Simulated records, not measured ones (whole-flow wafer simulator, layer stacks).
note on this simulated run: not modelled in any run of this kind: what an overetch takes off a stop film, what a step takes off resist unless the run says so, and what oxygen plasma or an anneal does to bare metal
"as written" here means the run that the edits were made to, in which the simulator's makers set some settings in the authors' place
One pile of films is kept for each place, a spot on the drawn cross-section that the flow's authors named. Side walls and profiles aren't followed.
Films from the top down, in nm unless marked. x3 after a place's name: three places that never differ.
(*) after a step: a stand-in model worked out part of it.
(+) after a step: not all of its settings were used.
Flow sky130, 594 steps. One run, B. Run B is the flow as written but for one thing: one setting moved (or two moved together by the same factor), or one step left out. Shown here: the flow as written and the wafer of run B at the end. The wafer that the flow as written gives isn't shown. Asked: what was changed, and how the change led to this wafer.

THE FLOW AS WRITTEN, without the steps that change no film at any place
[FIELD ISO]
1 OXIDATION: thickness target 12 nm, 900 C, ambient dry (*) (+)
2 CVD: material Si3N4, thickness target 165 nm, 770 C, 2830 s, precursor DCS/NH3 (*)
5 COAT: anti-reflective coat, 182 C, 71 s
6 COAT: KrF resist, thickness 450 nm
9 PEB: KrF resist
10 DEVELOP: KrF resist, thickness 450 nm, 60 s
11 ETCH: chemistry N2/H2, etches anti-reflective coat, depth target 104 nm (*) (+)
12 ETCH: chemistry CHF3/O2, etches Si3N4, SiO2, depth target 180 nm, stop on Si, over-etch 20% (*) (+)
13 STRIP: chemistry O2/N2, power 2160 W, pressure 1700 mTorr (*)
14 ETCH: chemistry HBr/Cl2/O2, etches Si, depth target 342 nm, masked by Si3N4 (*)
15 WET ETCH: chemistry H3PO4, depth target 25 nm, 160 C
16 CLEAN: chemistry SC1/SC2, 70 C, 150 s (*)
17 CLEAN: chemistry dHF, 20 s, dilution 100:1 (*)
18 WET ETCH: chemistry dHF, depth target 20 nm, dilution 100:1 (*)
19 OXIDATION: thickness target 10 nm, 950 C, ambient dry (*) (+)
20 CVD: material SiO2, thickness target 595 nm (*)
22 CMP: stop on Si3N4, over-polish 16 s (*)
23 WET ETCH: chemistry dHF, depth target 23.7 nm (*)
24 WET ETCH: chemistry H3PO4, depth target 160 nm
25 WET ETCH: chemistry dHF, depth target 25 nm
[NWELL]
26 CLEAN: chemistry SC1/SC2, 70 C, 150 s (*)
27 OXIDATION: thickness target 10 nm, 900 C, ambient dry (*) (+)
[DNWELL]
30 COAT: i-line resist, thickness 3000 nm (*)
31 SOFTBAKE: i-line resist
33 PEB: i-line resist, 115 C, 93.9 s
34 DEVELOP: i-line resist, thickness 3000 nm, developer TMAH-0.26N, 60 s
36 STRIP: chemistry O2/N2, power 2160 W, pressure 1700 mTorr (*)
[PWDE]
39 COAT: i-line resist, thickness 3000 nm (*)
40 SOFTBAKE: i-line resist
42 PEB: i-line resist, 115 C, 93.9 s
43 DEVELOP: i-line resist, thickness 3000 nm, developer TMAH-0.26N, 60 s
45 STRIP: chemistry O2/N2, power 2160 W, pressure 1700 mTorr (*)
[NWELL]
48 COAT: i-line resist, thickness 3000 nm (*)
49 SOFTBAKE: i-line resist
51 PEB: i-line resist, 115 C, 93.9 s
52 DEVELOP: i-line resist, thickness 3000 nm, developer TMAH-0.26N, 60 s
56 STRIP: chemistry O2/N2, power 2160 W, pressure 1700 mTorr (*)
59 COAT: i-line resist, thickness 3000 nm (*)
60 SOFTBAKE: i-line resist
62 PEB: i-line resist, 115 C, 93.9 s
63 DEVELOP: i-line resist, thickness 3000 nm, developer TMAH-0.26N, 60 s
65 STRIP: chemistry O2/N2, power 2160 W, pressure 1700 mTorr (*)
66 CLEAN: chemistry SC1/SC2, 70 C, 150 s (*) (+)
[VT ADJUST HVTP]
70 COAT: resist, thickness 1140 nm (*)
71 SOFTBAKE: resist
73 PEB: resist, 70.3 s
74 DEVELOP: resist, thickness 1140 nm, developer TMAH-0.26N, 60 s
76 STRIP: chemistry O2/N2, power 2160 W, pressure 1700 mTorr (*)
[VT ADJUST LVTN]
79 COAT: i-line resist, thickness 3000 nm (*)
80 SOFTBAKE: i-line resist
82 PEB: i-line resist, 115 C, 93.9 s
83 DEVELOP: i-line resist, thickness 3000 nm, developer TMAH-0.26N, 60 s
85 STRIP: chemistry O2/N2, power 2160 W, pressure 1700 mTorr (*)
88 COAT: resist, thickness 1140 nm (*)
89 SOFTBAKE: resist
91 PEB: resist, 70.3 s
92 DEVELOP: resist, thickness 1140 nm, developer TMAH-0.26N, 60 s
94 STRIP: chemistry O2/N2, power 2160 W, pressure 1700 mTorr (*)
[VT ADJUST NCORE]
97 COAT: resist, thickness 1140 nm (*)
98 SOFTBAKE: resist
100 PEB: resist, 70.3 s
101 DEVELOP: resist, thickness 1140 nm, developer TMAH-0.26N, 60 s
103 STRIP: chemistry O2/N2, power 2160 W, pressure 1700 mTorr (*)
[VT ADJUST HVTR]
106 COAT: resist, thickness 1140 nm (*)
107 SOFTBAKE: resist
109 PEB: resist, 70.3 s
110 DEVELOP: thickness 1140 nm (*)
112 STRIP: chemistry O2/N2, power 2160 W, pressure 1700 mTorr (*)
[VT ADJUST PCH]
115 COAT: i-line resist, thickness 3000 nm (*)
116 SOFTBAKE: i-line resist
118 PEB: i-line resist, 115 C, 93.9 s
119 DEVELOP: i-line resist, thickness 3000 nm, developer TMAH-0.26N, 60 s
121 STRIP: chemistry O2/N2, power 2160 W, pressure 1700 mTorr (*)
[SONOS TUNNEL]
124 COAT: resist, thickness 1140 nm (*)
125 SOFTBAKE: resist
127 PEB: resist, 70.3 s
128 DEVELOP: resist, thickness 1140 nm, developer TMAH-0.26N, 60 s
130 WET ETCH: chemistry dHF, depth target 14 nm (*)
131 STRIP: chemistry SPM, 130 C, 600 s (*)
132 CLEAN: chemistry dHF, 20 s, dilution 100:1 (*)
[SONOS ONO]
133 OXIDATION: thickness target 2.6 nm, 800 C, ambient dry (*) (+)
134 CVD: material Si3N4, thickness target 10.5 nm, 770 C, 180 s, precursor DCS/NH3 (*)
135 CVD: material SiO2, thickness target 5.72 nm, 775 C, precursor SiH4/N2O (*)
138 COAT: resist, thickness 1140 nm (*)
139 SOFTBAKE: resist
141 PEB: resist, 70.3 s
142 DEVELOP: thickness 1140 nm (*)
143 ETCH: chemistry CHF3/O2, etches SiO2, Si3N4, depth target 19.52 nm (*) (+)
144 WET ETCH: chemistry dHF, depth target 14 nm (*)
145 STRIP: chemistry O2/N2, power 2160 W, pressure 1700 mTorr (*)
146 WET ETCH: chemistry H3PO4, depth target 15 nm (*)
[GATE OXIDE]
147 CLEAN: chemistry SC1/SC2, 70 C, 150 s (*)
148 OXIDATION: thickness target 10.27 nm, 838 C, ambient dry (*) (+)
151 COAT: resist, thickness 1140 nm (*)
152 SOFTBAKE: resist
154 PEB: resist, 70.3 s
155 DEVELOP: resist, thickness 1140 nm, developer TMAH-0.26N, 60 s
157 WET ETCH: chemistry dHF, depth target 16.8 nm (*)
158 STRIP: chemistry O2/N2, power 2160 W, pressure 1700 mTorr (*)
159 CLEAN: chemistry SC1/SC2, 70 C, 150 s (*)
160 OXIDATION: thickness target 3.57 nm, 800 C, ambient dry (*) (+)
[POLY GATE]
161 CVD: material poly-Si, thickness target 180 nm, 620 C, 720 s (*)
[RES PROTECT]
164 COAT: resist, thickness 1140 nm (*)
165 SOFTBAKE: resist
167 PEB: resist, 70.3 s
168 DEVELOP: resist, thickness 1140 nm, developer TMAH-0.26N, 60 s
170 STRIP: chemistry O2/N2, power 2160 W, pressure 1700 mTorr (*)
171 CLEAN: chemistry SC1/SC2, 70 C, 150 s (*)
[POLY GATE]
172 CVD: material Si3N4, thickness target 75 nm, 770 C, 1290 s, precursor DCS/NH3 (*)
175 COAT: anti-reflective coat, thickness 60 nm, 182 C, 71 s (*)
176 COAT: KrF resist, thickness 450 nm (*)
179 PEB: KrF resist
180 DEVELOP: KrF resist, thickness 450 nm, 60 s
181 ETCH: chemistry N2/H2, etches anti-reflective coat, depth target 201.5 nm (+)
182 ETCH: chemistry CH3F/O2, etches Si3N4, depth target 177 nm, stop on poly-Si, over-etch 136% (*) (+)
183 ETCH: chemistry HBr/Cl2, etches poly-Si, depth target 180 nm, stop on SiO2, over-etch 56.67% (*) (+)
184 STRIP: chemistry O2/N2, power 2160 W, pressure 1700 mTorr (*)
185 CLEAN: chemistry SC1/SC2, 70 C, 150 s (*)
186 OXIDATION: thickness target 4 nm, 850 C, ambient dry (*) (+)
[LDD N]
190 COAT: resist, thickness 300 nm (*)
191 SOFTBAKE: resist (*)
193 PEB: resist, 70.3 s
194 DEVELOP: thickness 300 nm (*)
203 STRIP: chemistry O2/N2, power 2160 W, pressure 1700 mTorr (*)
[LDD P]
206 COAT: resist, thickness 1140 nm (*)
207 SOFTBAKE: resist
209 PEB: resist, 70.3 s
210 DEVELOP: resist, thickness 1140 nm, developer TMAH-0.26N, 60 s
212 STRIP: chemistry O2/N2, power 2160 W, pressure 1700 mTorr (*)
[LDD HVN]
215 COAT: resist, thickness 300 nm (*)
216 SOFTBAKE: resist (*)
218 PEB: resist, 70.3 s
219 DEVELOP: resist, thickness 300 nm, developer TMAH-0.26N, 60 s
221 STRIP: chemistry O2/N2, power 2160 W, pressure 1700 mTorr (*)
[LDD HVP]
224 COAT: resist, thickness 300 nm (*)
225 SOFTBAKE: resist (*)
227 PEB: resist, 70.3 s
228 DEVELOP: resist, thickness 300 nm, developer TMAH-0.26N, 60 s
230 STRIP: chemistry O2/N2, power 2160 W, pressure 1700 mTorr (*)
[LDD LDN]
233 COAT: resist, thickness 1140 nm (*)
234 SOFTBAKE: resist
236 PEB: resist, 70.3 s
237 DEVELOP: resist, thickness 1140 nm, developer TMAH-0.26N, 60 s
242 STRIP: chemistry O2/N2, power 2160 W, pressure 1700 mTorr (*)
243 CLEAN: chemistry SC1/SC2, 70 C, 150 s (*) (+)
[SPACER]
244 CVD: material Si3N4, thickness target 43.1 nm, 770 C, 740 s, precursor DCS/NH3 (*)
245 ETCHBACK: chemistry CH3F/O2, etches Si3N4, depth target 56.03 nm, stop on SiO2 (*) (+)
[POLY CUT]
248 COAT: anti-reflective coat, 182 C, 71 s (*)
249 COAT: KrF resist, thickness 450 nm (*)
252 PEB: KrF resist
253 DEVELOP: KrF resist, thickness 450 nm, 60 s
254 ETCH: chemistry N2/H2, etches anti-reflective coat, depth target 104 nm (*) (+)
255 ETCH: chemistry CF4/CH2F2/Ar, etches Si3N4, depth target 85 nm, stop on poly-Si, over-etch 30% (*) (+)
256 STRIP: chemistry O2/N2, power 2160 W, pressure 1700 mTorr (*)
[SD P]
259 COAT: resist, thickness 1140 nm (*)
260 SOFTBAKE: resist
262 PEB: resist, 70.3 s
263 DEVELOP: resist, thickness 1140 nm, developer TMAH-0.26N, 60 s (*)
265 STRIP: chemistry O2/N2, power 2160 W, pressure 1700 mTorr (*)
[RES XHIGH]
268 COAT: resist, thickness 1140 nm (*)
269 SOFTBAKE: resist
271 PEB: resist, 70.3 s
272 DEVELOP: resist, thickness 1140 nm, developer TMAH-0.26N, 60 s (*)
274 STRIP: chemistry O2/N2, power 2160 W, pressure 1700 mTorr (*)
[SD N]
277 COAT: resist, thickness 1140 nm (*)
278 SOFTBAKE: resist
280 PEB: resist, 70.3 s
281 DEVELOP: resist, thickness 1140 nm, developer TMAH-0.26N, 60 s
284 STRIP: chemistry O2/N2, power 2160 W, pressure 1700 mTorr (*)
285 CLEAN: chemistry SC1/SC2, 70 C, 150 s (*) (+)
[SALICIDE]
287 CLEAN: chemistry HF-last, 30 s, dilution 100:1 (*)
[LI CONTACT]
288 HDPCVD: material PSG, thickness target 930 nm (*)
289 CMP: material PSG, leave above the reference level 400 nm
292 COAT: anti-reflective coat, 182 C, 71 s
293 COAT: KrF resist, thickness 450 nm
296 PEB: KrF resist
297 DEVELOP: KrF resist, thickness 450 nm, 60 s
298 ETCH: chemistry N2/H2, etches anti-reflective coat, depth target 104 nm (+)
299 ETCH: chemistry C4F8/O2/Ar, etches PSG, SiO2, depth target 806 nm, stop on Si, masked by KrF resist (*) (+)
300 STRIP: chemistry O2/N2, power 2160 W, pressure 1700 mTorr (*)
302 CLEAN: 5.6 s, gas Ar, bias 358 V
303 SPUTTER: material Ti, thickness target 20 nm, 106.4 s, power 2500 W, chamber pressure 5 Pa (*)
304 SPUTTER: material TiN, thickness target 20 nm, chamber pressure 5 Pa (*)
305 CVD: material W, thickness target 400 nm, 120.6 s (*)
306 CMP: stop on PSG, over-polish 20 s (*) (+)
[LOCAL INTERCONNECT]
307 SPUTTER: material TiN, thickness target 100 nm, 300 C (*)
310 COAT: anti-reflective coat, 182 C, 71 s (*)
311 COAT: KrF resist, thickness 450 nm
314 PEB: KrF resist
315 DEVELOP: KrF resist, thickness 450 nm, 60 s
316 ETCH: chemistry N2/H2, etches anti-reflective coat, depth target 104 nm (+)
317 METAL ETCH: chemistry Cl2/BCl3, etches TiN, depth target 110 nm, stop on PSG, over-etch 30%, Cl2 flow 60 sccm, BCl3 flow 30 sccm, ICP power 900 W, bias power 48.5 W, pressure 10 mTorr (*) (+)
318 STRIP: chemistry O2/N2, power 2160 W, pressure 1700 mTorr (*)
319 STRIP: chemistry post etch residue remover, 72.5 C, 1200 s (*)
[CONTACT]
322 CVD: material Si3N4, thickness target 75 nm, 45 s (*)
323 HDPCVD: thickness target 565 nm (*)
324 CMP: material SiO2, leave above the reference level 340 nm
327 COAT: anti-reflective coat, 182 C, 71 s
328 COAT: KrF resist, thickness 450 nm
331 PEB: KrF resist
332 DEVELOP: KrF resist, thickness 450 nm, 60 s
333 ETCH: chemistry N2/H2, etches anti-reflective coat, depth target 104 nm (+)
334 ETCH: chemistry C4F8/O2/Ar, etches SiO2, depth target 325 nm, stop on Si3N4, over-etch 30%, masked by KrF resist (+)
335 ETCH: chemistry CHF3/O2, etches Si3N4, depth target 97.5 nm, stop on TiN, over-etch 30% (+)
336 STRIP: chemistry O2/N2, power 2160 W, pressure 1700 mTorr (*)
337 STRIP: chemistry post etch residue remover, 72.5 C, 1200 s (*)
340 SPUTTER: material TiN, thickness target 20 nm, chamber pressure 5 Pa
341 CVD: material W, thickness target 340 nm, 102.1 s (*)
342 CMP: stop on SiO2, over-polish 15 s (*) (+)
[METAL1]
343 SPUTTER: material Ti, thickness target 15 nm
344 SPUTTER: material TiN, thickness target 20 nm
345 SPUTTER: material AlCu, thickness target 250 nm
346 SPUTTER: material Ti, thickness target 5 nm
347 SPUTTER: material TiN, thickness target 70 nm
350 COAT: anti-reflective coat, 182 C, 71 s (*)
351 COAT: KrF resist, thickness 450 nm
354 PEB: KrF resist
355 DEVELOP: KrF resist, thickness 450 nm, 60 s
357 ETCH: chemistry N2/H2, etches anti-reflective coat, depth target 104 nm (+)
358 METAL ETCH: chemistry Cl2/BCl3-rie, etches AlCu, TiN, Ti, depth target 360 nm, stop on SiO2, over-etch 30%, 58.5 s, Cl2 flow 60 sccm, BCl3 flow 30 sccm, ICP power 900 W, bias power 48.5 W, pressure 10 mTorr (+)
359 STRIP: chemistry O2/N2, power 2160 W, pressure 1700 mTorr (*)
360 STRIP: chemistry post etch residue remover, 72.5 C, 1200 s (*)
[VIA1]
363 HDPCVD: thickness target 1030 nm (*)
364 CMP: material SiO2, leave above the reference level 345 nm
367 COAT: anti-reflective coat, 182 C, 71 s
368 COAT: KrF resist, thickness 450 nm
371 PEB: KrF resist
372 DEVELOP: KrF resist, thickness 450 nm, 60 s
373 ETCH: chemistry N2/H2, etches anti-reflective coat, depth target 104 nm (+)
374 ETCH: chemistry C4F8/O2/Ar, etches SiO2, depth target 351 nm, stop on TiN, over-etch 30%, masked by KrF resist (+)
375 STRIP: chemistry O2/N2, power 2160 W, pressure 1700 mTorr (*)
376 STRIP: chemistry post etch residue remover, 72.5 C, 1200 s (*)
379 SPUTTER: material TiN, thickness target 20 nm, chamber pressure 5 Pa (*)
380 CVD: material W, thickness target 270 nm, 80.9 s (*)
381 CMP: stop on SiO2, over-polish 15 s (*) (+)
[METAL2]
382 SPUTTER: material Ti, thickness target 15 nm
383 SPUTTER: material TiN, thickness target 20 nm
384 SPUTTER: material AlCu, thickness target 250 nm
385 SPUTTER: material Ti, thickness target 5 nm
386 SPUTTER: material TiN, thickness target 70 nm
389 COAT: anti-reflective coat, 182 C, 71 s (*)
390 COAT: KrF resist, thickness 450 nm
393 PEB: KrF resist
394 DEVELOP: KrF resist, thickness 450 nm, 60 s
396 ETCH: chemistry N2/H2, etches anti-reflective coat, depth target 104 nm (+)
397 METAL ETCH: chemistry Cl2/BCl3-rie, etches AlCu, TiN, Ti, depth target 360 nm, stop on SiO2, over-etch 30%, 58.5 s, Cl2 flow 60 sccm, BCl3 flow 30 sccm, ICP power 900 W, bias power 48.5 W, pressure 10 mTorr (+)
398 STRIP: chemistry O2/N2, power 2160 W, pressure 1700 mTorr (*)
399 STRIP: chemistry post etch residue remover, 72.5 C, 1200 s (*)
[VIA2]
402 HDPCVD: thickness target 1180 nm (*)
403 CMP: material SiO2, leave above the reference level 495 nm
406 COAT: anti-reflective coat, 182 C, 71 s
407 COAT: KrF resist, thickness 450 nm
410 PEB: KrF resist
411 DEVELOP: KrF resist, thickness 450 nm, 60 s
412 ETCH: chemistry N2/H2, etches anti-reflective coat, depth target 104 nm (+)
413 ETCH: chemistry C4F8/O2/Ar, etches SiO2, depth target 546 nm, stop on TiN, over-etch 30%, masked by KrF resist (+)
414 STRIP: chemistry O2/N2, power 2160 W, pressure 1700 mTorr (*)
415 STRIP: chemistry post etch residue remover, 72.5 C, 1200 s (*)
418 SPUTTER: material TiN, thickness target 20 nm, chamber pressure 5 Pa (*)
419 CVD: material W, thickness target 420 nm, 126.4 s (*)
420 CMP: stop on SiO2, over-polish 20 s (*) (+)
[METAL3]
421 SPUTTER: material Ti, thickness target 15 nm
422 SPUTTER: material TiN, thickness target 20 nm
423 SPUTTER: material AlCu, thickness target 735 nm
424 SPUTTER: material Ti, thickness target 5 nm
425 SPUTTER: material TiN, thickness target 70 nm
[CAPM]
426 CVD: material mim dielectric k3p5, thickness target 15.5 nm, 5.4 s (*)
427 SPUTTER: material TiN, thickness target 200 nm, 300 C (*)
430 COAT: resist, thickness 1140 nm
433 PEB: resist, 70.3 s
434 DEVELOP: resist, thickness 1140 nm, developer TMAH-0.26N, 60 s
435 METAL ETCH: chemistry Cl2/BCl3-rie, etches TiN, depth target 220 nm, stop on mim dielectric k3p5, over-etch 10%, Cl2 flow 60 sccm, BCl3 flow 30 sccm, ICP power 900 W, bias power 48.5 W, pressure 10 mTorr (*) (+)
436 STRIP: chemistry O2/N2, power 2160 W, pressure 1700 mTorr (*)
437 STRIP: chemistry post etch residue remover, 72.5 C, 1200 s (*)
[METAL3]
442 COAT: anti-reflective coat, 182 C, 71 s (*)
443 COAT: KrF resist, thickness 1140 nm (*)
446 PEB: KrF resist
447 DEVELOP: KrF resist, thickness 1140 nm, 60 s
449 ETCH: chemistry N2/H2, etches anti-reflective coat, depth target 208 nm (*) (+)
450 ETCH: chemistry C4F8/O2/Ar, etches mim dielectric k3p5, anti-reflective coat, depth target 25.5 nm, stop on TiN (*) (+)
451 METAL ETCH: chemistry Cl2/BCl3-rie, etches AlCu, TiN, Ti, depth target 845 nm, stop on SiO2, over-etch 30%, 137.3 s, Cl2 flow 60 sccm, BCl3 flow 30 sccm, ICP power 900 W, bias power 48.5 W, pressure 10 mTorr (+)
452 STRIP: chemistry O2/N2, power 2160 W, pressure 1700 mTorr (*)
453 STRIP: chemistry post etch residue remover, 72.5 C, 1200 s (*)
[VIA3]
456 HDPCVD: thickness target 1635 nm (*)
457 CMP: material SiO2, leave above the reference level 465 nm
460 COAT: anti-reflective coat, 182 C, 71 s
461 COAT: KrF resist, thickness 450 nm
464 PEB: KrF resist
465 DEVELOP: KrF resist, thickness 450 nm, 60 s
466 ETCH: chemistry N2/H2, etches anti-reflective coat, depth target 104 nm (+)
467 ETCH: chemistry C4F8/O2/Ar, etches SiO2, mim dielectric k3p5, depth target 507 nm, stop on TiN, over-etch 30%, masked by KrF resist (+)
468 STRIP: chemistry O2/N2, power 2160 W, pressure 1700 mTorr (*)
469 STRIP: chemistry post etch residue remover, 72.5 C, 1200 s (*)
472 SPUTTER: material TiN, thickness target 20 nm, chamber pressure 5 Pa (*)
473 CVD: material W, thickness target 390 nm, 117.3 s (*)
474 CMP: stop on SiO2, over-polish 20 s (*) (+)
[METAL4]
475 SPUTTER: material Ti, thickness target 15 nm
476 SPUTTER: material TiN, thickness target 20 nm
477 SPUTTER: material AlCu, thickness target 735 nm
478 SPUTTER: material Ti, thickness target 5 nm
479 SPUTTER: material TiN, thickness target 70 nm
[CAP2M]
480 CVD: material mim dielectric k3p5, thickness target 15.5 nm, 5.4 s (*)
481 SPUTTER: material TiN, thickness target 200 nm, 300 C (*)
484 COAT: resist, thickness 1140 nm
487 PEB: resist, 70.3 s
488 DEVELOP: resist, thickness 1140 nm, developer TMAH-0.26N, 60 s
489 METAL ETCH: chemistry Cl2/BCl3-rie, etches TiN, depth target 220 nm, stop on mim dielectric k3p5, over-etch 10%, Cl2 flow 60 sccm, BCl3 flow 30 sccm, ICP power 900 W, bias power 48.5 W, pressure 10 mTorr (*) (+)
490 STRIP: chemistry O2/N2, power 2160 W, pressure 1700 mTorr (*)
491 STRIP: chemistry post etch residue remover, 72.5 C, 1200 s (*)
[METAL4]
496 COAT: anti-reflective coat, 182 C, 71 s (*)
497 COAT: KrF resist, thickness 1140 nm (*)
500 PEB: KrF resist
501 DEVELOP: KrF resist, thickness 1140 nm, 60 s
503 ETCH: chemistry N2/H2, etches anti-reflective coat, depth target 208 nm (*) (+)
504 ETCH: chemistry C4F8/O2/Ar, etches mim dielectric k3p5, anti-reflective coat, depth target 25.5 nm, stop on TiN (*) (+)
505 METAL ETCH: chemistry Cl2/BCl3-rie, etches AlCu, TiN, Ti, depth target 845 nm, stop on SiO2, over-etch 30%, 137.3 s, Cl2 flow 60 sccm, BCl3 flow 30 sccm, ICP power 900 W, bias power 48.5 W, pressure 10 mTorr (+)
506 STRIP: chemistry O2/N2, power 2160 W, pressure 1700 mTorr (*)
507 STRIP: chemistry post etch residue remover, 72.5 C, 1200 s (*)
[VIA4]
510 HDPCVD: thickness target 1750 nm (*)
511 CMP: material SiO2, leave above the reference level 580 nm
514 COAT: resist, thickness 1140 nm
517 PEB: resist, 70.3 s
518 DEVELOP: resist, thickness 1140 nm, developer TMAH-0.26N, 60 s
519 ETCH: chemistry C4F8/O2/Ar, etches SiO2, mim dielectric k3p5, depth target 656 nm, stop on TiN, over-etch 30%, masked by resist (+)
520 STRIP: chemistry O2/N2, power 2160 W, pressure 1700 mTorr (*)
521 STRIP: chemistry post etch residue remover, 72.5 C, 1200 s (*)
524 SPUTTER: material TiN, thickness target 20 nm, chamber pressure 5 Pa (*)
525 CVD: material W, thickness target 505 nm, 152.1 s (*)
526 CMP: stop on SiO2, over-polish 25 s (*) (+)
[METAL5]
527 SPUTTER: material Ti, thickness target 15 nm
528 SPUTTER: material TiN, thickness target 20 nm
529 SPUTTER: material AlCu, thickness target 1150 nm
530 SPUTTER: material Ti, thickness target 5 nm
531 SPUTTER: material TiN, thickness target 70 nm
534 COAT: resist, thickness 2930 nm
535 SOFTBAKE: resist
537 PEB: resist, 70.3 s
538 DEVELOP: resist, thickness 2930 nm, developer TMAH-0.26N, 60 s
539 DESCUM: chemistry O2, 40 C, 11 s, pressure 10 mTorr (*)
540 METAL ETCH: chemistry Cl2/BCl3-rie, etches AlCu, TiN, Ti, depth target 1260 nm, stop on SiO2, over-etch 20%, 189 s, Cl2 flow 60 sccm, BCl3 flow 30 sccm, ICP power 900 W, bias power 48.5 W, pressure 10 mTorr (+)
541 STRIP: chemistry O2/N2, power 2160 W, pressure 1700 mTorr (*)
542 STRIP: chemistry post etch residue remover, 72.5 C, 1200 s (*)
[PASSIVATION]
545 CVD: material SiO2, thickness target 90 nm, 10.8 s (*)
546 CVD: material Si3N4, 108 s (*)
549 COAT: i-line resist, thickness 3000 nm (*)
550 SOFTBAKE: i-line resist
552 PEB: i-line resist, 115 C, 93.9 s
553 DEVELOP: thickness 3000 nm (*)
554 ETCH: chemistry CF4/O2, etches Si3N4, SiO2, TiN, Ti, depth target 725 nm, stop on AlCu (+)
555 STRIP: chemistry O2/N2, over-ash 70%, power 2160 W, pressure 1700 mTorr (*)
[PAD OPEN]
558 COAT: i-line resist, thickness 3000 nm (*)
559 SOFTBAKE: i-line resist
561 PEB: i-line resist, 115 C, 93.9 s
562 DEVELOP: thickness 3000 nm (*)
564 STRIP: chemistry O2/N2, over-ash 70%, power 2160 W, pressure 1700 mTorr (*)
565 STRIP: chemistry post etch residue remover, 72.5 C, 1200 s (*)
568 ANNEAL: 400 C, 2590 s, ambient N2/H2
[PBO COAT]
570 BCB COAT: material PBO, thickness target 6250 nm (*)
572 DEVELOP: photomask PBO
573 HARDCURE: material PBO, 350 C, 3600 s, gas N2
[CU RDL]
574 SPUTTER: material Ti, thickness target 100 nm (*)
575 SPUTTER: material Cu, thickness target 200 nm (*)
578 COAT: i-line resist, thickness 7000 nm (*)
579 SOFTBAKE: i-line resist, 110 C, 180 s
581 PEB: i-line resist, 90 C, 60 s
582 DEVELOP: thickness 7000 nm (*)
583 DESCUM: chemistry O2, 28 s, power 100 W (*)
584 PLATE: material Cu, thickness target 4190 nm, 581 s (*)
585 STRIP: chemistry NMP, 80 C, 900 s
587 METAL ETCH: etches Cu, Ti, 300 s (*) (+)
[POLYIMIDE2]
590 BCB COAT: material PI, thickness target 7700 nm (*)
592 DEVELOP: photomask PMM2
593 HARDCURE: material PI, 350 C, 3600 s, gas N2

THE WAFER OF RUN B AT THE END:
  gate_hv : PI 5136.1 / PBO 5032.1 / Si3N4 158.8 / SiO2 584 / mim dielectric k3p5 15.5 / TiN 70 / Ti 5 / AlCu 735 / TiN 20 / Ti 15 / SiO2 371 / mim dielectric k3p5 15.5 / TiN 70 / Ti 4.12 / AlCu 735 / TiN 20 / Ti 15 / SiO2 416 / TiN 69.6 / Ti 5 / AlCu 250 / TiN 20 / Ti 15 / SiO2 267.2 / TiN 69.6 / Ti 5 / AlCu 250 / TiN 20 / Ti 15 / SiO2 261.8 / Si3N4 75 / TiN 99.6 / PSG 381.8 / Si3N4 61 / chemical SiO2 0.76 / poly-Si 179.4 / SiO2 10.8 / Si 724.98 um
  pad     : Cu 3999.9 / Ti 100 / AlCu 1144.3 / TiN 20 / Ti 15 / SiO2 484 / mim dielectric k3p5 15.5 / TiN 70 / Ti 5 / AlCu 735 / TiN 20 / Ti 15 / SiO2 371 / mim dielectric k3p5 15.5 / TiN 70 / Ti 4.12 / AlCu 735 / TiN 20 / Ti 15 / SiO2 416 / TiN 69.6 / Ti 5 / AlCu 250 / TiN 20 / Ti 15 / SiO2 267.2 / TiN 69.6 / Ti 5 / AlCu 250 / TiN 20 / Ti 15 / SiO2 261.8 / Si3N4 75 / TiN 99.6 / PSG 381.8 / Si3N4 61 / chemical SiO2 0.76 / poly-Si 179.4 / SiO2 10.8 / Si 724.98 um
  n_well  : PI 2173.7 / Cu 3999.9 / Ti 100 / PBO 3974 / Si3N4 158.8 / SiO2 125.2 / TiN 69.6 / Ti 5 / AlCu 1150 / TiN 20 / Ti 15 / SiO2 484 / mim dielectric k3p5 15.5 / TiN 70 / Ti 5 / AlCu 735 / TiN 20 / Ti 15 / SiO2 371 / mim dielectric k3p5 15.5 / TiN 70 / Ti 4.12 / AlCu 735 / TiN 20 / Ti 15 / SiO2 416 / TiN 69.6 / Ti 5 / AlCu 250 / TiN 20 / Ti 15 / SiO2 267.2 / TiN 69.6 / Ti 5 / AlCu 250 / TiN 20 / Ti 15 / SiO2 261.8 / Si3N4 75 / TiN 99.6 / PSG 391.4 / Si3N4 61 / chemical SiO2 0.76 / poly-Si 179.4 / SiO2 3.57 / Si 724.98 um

The cause: step 424, SPUTTER: thickness target 4.12 nm was run, where the flow has thickness target 5 nm.
It can be read off the wafer: gate_hv has Ti 4.12, and step 424 as written asks for 5 nm.

How the change led to this, step by step:
  424 SPUTTER: material Ti, thickness target 5 nm
      field, active, n_well and 188 more: Ti +4.12 (new film) (as written it would be: Ti +5 (new film))
  451 METAL ETCH: chemistry Cl2/BCl3-rie, etches AlCu, TiN, Ti, depth target 845 nm, stop on SiO2, over-etch 30%, 137.3 s, Cl2 flow 60 sccm, BCl3 flow 30 sccm, ICP power 900 W, bias power 48.5 W, pressure 10 mTorr (+)
      field, gate, spacer and 68 more: TiN -70 (all of it), Ti -4.12 (all of it), AlCu -735 (all of it), TiN -20 (all of it), Ti -15 (all of it), SiO2 -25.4 (as written it would be: TiN -70 (all of it), Ti -5 (all of it), AlCu -735 (all of it), TiN -20 (all of it), Ti -15 (all of it), SiO2 -25.4)
      active, vpp_ln, vpp_iso2 and 11 more: TiN -70 (all of it), Ti -4.12 (all of it), AlCu -735 (all of it), TiN -20 (all of it), Ti -15 (all of it), SiO2 -25.4 (as written it would be: TiN -70 (all of it), Ti -5 (all of it), AlCu -735 (all of it), TiN -20 (all of it), Ti -15 (all of it), SiO2 -25.3)
